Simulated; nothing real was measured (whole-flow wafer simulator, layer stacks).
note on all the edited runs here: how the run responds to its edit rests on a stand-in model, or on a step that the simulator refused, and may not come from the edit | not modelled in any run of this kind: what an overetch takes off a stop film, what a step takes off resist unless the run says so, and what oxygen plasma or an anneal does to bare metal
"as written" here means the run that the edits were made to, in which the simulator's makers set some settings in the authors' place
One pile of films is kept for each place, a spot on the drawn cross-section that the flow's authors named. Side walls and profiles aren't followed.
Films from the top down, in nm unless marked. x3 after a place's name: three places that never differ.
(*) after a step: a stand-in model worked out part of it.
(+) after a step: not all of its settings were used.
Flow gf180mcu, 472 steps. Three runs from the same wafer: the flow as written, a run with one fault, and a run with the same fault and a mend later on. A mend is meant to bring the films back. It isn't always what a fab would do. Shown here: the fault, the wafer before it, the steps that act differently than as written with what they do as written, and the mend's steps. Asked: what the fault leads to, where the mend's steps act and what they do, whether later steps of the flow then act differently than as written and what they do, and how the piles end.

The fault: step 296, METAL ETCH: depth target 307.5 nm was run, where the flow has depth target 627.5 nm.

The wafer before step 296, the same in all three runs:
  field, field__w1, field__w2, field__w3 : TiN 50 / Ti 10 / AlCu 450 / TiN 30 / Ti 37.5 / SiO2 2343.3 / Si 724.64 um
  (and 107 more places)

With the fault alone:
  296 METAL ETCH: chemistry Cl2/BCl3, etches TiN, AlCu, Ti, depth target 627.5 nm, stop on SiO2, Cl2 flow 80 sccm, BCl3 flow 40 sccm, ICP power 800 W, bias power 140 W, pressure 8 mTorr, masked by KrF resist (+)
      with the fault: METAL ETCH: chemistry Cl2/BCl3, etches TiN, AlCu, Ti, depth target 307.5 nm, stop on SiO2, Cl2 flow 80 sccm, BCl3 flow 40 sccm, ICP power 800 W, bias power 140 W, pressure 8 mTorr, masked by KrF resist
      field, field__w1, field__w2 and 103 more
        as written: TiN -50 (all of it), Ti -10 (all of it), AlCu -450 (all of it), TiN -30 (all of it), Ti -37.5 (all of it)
        with the fault: TiN -50 (all of it), Ti -10 (all of it), AlCu -247.5
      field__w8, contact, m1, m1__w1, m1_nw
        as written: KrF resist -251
        with the fault: KrF resist -123
  Later steps of the flow that act differently than as written:
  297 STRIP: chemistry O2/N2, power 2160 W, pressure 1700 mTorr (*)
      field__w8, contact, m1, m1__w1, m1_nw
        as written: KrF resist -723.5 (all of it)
        with the fault: KrF resist -851.5 (all of it)
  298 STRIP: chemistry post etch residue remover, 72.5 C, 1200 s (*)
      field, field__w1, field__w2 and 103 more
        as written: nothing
        with the fault: AlCu -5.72
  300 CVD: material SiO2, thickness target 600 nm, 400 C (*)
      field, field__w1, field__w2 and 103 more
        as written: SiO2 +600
        with the fault: SiO2 +600 (new film)
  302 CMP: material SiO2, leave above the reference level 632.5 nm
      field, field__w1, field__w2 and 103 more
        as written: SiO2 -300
        with the fault: SiO2 -564.3
  At the end the piles differ from the flow's by more than 2% or 0.5 nm, whichever is larger, at field, field__w1, field__w2 and 104 more.
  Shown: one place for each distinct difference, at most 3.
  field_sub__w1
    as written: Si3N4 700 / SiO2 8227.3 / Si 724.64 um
    with the fault: Si3N4 700 / SiO2 5619.7 / AlCu 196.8 / TiN 30 / Ti 37.5 / SiO2 2343.2 / Si 724.64 um
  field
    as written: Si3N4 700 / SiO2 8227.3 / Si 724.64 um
    with the fault: Si3N4 700 / SiO2 5619.7 / AlCu 196.8 / TiN 30 / Ti 37.5 / SiO2 2343.3 / Si 724.64 um
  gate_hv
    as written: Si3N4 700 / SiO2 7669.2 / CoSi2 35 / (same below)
    with the fault: Si3N4 700 / SiO2 5619.7 / AlCu 196.8 / TiN 30 / Ti 37.5 / SiO2 1785.1 / CoSi2 35 / (same below)

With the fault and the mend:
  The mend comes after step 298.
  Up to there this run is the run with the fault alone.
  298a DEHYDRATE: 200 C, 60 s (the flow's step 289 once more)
      changes no film at any place that is followed
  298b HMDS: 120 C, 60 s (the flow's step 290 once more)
      changes no film at any place that is followed
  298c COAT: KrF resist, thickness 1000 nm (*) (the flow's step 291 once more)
      iso_ptap_pw, iso_ntap_nw, iso_nw_fld and 33 more
        KrF resist +1000 (new film)
      field__w5, field__w6, field__w9 and 15 more
        KrF resist +1002 (new film)
      field__w10, field_sub, field_sub__w1 and 12 more
        KrF resist +1002.1 (new film)
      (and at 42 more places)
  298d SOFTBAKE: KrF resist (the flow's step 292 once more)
      changes no film at any place that is followed
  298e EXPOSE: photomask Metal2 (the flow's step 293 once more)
      changes no film at any place that is followed
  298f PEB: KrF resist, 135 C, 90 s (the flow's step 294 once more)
      field__w1, field__w2, field__w3 and 58 more
        KrF resist -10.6
      iso_ptap_pw, iso_ntap_nw, iso_nw_fld and 33 more
        KrF resist -10.5
      sd_p, gate_p, nw_sep_fld, polyc_n
        KrF resist -10.7
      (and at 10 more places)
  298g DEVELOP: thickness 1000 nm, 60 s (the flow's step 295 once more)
      iso_ptap_pw, iso_ntap_nw, iso_nw_fld and 33 more
        KrF resist -989.5 (all of it)
      field__w6, field_sub__w2, field_sub__w4 and 14 more
        KrF resist -991.4 (all of it)
      field__w5, field__w9, field__w10 and 9 more
        KrF resist -991.5 (all of it)
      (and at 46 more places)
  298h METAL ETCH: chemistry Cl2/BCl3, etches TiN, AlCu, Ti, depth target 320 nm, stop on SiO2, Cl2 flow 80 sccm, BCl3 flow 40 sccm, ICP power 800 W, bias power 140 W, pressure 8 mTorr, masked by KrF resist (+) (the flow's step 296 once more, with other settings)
      field, field__w1, field__w2 and 103 more
        AlCu -196.8 (all of it), TiN -30 (all of it), Ti -37.5 (all of it)
      field__w8, contact, m1, m1__w1, m1_nw
        KrF resist -128
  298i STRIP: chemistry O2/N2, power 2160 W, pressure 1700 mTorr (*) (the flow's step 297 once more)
      field__w8
        KrF resist -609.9 (all of it)
      contact
        KrF resist -608.2 (all of it)
      m1
        KrF resist -609.8 (all of it)
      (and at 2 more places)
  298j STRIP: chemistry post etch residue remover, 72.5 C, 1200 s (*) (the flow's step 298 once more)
      field__w8, contact, m1, m1__w1, m1_nw
        TiN -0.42
  No later step of the flow acts differently than as written, at any place that is followed, by more than 2% or 0.5 nm, whichever is larger.
  At the end the piles differ from the flow's only slightly at the places that both follow, by at most 2% or 0.5 nm, whichever is larger.
